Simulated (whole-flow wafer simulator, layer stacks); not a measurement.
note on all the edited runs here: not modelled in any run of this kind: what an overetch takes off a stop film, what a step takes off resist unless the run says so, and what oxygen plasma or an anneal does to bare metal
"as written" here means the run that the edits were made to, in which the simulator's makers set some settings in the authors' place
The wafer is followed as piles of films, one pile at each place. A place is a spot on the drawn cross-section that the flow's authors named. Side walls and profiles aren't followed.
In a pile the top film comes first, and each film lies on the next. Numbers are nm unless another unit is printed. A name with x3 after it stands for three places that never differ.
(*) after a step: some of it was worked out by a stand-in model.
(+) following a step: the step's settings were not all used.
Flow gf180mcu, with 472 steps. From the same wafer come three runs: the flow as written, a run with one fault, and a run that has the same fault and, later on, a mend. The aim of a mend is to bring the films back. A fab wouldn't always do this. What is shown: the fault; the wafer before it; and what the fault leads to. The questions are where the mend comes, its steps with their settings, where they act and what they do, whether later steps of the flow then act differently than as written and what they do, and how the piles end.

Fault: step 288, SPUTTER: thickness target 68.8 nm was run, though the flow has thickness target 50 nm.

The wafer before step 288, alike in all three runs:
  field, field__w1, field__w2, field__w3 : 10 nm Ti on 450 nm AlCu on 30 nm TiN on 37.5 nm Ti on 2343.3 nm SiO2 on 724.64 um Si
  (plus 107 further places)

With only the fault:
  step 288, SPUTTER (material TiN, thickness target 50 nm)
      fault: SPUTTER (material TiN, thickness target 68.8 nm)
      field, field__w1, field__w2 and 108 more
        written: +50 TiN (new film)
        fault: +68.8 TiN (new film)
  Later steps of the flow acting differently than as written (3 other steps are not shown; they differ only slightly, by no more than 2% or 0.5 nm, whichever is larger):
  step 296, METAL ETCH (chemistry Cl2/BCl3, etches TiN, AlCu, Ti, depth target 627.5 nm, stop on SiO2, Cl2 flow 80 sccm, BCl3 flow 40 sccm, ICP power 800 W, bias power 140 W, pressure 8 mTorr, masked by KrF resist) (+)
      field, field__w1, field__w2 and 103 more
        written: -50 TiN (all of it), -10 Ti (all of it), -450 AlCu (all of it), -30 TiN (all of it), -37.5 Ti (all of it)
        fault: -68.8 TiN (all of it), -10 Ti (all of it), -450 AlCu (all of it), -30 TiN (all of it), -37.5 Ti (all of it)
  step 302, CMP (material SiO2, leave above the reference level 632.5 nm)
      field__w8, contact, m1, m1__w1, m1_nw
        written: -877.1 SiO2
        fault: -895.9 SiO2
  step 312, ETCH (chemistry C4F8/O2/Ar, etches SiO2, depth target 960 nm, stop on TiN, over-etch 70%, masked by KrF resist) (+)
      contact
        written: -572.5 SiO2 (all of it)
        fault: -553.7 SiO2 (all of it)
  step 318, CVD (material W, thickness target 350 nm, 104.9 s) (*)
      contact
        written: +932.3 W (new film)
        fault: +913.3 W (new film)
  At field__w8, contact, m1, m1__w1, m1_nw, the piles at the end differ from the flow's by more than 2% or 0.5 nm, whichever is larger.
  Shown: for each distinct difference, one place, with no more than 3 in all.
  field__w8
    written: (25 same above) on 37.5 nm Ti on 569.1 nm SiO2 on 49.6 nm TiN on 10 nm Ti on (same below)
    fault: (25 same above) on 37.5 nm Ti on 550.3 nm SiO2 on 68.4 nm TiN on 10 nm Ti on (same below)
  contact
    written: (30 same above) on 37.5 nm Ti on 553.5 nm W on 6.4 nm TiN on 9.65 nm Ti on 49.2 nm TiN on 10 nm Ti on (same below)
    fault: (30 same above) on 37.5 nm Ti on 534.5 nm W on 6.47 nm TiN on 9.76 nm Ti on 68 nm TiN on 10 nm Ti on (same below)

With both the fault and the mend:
  The mend stands after step 288.
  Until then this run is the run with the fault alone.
  step 288a, METAL ETCH (chemistry Cl2/BCl3, etches TiN, AlCu, Ti, depth target 18.8 nm, Cl2 flow 80 sccm, BCl3 flow 40 sccm, ICP power 800 W, bias power 140 W, pressure 8 mTorr) (the flow's step 260, run once more with other settings)
      field, field__w1, field__w2 and 108 more
        -18.8 TiN
  Later steps of the flow that are run all act as written at every place that is followed.
  The piles end the same as the flow's at every place that both follow.
